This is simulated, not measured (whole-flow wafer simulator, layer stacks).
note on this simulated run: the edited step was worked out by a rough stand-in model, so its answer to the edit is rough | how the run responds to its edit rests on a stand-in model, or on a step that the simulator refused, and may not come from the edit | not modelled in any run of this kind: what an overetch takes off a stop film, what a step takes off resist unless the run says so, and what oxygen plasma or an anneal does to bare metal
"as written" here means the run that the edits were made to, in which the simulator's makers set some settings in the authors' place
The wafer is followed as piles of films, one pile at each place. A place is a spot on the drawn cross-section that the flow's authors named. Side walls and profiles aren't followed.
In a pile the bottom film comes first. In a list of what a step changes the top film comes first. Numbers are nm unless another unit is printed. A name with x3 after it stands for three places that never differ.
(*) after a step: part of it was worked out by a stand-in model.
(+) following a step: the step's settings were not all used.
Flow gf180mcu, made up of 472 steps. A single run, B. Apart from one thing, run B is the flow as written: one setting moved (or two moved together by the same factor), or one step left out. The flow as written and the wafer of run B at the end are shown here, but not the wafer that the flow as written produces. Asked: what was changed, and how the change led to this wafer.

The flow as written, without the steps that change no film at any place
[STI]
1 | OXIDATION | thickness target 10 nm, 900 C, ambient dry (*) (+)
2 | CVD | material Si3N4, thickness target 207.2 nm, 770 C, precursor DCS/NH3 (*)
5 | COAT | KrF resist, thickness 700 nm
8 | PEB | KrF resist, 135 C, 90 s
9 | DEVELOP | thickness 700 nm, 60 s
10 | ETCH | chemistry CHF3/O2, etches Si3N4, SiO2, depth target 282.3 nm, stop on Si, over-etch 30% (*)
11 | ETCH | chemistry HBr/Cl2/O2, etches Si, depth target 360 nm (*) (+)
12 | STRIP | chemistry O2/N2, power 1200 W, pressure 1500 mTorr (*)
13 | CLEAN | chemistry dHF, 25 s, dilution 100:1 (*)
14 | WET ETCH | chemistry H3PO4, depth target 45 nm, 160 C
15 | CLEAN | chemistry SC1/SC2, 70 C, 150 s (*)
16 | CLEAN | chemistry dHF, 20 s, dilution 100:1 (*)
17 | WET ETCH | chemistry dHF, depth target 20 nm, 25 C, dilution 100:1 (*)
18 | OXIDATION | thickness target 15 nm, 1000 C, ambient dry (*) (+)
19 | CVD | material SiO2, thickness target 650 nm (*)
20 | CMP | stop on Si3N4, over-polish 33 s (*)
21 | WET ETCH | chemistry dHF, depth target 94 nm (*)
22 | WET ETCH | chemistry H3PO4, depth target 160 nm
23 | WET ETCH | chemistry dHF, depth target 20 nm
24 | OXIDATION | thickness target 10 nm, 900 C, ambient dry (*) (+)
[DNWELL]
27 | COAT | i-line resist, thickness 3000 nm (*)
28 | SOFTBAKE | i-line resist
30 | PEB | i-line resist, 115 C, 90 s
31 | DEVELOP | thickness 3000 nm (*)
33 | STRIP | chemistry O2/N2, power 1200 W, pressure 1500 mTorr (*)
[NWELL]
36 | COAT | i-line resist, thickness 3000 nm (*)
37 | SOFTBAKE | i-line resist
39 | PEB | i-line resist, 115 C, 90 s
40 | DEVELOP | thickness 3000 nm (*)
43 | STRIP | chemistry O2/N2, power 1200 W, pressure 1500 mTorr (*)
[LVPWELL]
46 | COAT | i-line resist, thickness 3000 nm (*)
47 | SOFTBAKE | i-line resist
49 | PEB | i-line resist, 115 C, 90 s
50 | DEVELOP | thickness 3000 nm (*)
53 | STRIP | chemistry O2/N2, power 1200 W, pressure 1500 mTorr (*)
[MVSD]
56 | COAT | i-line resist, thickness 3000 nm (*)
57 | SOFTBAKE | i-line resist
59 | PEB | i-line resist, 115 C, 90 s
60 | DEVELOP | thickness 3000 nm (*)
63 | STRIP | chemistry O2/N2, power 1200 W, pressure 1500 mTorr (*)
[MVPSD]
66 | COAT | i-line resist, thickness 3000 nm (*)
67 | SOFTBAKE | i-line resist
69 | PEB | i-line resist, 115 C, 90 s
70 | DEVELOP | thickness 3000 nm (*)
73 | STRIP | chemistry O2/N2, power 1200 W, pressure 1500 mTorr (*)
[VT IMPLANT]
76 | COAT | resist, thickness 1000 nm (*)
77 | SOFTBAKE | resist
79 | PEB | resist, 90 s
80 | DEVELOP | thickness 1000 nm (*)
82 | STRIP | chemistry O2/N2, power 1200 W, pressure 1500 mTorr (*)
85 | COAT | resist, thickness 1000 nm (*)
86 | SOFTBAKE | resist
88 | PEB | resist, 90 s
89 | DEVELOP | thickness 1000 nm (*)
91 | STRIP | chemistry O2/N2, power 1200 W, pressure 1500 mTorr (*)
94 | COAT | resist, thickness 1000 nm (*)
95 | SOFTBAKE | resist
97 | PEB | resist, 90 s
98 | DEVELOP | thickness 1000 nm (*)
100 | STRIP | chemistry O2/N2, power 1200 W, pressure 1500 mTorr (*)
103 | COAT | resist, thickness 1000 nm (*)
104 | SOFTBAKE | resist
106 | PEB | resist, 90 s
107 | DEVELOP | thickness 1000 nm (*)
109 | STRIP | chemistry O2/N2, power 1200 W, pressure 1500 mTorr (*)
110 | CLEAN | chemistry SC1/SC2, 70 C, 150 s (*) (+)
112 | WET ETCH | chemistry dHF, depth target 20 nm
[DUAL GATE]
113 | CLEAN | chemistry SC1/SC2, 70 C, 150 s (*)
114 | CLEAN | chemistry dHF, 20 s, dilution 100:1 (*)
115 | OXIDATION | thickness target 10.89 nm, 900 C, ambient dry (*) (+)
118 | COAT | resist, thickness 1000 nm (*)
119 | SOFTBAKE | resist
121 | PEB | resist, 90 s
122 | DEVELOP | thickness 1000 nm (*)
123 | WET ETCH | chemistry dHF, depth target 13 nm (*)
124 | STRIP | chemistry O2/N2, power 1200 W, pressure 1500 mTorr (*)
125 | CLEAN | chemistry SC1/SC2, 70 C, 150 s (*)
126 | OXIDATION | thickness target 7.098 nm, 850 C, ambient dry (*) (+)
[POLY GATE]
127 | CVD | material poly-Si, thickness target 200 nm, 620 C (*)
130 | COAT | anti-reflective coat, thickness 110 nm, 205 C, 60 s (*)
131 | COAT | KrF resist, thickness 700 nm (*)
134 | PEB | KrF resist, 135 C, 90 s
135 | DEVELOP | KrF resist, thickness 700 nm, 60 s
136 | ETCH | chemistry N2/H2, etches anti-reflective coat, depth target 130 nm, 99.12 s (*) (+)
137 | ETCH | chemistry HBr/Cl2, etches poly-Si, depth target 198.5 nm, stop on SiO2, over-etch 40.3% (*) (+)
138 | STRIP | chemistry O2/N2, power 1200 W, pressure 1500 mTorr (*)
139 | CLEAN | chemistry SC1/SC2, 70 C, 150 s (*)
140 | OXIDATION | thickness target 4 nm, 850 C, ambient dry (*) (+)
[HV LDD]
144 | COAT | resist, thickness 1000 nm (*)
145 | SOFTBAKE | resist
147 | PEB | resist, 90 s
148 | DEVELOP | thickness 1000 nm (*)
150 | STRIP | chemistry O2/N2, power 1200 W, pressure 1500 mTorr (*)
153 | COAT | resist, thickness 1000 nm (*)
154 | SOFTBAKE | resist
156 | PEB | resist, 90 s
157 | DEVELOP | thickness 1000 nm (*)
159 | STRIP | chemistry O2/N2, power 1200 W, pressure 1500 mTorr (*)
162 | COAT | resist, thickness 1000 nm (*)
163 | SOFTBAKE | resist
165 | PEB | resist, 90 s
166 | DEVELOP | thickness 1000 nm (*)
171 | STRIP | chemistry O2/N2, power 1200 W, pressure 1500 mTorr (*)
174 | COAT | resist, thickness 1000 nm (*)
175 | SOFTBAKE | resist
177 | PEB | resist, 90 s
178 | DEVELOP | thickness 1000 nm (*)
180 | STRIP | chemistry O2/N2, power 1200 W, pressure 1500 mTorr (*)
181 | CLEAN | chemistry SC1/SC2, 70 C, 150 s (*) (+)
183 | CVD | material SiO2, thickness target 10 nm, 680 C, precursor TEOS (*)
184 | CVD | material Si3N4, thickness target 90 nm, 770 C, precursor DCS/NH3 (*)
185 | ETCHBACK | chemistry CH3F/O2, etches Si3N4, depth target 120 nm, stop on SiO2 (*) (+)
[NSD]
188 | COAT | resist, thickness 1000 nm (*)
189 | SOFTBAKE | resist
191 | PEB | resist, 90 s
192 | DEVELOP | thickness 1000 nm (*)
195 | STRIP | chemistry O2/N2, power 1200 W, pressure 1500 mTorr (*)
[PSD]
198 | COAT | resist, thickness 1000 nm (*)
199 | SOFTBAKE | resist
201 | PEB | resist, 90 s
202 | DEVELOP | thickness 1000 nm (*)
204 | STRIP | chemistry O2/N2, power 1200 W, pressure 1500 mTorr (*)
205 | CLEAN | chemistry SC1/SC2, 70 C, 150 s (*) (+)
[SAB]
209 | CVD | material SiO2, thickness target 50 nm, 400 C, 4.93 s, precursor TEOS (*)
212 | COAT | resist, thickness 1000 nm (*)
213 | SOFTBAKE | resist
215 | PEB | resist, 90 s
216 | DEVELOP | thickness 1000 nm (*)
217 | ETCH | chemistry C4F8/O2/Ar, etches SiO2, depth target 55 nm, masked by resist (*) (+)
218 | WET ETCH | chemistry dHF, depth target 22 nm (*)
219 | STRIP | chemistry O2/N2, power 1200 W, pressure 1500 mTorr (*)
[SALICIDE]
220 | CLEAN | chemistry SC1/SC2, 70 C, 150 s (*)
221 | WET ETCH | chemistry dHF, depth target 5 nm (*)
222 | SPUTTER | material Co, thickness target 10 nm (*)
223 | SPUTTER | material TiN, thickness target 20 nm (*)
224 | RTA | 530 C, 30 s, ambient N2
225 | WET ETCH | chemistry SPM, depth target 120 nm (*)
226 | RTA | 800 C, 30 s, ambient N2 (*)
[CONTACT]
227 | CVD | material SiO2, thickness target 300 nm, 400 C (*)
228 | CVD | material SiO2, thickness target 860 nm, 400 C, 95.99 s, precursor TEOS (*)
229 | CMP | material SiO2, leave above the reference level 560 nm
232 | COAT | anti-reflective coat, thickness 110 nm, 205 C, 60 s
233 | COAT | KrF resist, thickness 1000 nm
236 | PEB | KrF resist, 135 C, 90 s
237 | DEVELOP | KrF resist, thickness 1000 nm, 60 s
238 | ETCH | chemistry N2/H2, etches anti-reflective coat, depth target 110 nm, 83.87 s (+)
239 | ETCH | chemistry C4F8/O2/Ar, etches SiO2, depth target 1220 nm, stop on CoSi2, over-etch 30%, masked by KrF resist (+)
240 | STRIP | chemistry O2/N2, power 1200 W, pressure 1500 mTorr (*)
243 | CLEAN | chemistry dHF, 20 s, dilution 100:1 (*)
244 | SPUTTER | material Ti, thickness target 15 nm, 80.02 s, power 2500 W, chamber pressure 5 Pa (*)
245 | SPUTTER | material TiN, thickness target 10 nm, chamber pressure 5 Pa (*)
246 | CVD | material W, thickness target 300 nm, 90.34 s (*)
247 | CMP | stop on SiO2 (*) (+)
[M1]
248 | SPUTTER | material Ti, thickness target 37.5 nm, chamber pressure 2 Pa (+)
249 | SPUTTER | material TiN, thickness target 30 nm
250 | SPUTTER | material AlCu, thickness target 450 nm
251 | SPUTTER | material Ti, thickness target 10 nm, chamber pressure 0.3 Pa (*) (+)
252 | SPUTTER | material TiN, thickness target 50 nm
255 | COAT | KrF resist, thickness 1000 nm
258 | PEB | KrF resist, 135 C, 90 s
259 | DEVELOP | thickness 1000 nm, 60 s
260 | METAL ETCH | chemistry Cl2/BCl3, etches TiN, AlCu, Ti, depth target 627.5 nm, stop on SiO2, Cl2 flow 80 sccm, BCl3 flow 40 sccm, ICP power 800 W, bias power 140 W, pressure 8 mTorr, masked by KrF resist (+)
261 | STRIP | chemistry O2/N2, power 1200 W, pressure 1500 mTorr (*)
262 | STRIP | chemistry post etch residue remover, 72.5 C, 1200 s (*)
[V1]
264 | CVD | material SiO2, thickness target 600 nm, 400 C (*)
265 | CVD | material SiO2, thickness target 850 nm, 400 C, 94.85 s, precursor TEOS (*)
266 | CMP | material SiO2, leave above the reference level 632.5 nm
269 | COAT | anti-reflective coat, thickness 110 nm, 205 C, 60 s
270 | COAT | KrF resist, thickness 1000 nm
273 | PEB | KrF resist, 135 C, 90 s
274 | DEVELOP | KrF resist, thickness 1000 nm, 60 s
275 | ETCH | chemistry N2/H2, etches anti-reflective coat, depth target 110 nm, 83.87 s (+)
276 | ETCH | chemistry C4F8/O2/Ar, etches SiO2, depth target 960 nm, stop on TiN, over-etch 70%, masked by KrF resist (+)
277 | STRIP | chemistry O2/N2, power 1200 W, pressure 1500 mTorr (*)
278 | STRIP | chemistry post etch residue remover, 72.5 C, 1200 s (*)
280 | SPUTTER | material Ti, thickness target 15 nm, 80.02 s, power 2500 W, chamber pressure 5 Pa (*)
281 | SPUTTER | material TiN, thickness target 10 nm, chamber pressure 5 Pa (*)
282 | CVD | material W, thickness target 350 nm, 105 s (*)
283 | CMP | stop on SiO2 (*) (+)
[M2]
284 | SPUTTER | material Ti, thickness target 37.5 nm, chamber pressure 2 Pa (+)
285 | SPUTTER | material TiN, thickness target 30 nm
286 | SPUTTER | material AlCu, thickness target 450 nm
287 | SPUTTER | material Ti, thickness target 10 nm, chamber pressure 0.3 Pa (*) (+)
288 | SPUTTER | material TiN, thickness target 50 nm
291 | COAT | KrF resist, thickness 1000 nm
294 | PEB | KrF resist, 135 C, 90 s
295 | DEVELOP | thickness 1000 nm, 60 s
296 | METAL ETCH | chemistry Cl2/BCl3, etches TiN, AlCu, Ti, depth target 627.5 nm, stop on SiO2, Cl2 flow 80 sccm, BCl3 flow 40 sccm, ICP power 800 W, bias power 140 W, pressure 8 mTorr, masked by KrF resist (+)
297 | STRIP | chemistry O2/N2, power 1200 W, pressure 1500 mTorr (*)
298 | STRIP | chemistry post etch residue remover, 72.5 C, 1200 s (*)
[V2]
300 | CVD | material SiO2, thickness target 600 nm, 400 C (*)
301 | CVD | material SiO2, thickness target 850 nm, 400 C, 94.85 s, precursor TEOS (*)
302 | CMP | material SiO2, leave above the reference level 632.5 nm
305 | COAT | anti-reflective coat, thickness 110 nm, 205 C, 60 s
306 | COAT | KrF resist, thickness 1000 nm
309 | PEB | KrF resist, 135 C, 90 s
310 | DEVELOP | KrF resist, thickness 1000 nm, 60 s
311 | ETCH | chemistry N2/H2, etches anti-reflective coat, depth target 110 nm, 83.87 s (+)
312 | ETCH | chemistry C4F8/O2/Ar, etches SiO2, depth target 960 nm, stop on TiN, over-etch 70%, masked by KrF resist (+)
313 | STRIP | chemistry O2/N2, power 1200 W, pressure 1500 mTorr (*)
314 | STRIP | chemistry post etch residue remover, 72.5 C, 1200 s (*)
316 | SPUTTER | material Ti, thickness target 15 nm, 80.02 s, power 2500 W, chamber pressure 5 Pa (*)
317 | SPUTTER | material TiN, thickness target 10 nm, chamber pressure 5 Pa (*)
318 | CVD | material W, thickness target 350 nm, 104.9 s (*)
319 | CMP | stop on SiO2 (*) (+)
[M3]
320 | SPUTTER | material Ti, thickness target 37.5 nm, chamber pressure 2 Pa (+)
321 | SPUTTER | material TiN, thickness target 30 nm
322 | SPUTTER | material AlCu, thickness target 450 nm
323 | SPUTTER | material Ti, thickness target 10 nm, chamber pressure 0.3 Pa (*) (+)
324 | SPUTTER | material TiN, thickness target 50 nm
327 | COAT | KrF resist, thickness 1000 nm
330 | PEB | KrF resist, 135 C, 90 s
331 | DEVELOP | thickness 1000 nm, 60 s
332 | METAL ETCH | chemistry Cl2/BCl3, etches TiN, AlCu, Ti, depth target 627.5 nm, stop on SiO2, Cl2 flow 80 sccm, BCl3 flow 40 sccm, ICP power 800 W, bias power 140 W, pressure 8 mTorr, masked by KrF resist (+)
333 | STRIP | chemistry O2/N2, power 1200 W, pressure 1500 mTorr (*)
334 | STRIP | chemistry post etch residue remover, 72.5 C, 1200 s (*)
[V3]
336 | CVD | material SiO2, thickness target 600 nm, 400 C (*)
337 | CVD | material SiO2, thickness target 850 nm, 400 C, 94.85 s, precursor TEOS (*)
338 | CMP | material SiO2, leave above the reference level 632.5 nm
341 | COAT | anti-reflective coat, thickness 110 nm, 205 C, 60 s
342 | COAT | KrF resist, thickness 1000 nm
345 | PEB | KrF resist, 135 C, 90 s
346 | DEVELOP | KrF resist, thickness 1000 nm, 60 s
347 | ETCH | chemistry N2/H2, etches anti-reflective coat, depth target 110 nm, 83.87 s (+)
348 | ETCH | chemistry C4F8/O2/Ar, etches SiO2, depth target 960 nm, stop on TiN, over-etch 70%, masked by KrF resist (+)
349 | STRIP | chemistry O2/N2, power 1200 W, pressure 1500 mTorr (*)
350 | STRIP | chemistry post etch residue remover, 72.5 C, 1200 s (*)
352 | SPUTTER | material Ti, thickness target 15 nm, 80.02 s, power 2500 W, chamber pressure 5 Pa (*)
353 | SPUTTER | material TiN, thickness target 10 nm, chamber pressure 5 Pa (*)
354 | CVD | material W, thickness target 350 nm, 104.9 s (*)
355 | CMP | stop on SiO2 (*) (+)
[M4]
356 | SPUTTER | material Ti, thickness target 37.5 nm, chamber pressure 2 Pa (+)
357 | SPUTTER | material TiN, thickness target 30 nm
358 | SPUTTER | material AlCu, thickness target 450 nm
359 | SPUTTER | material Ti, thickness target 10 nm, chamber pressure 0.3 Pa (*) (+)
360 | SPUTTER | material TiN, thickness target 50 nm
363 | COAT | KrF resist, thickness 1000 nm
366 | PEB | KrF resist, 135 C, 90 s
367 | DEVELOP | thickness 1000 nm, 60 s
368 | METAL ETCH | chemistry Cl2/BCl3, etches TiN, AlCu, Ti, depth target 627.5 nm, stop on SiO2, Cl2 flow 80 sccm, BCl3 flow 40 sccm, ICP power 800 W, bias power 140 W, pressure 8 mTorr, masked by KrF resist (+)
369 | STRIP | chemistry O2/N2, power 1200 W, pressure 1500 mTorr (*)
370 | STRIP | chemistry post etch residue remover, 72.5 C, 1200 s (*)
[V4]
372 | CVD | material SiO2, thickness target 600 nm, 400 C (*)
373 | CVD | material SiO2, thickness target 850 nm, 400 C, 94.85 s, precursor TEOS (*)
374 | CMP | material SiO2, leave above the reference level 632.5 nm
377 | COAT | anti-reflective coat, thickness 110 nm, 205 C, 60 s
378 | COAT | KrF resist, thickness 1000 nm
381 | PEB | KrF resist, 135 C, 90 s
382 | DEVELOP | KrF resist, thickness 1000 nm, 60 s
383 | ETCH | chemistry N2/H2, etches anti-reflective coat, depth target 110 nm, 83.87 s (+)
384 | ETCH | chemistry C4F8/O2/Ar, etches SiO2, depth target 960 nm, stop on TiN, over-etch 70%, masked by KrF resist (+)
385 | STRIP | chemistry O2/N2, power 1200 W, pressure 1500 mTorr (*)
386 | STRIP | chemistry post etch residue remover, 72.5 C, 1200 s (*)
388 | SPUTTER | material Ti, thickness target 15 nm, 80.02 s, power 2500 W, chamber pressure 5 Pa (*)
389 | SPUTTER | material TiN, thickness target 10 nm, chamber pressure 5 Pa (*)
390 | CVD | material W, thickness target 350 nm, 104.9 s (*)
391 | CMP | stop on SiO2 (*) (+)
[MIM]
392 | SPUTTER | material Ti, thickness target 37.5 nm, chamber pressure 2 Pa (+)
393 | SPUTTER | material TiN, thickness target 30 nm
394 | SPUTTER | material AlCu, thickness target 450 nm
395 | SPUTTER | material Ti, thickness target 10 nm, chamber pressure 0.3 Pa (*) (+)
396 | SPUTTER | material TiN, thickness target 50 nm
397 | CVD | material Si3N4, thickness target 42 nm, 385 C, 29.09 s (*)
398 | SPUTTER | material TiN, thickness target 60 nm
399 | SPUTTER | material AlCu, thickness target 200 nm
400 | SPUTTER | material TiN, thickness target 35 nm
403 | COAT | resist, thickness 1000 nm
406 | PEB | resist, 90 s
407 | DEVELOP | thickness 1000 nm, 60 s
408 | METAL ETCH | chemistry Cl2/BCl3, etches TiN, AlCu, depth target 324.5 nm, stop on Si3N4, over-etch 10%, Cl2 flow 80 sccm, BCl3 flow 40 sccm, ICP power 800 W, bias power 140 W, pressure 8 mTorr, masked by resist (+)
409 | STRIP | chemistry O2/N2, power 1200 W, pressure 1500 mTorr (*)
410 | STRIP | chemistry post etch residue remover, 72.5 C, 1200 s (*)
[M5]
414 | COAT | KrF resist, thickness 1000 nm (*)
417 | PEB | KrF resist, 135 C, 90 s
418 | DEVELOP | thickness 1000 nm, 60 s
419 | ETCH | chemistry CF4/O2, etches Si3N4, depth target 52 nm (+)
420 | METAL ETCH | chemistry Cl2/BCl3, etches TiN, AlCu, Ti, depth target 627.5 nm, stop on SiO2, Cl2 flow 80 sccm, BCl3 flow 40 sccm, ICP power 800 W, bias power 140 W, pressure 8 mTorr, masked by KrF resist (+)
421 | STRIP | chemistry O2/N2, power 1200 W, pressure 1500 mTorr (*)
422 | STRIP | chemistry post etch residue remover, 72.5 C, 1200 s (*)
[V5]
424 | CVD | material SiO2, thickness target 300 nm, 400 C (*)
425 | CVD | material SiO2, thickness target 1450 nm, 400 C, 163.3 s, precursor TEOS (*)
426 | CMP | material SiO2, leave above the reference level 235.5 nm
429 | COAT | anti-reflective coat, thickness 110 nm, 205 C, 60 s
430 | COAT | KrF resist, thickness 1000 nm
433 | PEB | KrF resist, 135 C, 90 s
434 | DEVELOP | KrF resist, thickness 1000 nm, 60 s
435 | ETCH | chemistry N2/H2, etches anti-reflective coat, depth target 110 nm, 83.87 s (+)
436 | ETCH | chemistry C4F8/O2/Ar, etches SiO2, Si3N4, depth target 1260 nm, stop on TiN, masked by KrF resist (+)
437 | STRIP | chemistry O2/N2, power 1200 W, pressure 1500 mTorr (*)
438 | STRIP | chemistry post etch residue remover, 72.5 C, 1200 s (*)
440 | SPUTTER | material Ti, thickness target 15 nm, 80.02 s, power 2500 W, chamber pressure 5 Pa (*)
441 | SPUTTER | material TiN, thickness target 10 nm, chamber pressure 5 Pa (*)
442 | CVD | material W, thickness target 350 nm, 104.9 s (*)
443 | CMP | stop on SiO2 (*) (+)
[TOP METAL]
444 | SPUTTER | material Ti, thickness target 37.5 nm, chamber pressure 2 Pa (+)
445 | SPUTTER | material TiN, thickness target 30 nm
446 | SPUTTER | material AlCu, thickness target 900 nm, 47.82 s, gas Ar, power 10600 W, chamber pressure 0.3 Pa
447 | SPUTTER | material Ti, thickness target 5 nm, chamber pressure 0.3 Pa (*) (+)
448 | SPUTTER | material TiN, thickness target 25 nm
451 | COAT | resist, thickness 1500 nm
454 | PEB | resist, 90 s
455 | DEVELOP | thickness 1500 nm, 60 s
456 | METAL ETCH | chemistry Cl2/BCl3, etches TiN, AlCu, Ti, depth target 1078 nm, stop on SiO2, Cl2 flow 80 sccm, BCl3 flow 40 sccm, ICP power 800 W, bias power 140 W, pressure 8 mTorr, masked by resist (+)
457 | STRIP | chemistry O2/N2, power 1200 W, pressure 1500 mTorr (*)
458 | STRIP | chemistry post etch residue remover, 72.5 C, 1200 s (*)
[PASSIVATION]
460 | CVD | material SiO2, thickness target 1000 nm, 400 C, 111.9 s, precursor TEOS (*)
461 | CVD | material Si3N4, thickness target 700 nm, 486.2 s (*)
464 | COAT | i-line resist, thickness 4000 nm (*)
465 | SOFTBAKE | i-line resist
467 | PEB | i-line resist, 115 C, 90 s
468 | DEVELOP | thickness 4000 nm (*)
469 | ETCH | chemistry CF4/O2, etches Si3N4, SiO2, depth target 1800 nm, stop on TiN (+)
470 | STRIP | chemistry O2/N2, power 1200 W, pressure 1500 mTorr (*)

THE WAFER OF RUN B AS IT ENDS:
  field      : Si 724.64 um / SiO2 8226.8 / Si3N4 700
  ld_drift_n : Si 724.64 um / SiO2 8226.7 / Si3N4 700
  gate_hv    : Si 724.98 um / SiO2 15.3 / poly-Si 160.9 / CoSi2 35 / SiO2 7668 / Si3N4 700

The reason: step 126, OXIDATION: thickness target 8.3 nm was run, while the flow as written has thickness target 7.098 nm; step 137, ETCH: depth target 232 nm was run, where the flow has depth target 198.5 nm.

Step by step, how the change led to this:
  126 | OXIDATION | thickness target 7.098 nm, 850 C, ambient dry (*) (+)
      gate_hv, active_hv, active_nat and 25 more: +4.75 SiO2, -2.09 Si (it would be, as written: +3.72 SiO2, -1.64 Si)
      active, n_well, p_well and 12 more: +8.3 SiO2 (new film), -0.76 chemical SiO2 (all of it), -3.32 Si (it would be, as written: +7.1 SiO2 (new film), -0.76 chemical SiO2 (all of it), -2.79 Si)
  137 | ETCH | chemistry HBr/Cl2, etches poly-Si, depth target 198.5 nm, stop on SiO2, over-etch 40.3% (*) (+)
      field__w3, field__w12, field_sub and 8 more: -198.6 poly-Si (all of it), -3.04 SiO2 (it would be, as written: -198.6 poly-Si (all of it), -0.4 SiO2)
      active, n_well, sd_p and 7 more: -198.7 poly-Si (all of it), -3.03 SiO2 (it would be, as written: -198.7 poly-Si (all of it), -0.4 SiO2)
      (also at 43 further places)
  145 | SOFTBAKE | resist
      active_nat: +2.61 resist (it would be, as written: +1.52 resist)
  154 | SOFTBAKE | resist
      active_nat: +2.61 resist (it would be, as written: +1.52 resist)
  163 | SOFTBAKE | resist
      active_nat: +2.61 resist (it would be, as written: +1.52 resist)
  175 | SOFTBAKE | resist
      active_nat: +2.61 resist (it would be, as written: +1.52 resist)
  189 | SOFTBAKE | resist
      active_hv: +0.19 resist (it would be, as written: +0.78 resist)
  199 | SOFTBAKE | resist
      active_hv: +0.19 resist (it would be, as written: +0.78 resist)
  218 | WET ETCH | chemistry dHF, depth target 22 nm (*)
      ldn_tap, ldn_src, ldn_drn, ldp_tap, ldp_src, ldp_drn, ldp_gr: -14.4 SiO2 (all of it) (it would be, as written: -16 SiO2 (all of it))
      active, iso_ptap_pw, iso_ntap_nw, iso_ptap_sub, vpnp_e: -7.7 SiO2 (all of it) (it would be, as written: -9.01 SiO2 (all of it))
      (also at 11 further places)
  223 | SPUTTER | material TiN, thickness target 20 nm (*)
      field__w12: +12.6 TiN (new film) (it would be, as written: +12 TiN (new film))
  225 | WET ETCH | chemistry SPM, depth target 120 nm (*)
      field__w12: -12.6 TiN (all of it), -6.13 Co (all of it) (it would be, as written: -12 TiN (all of it), -6.15 Co (all of it))
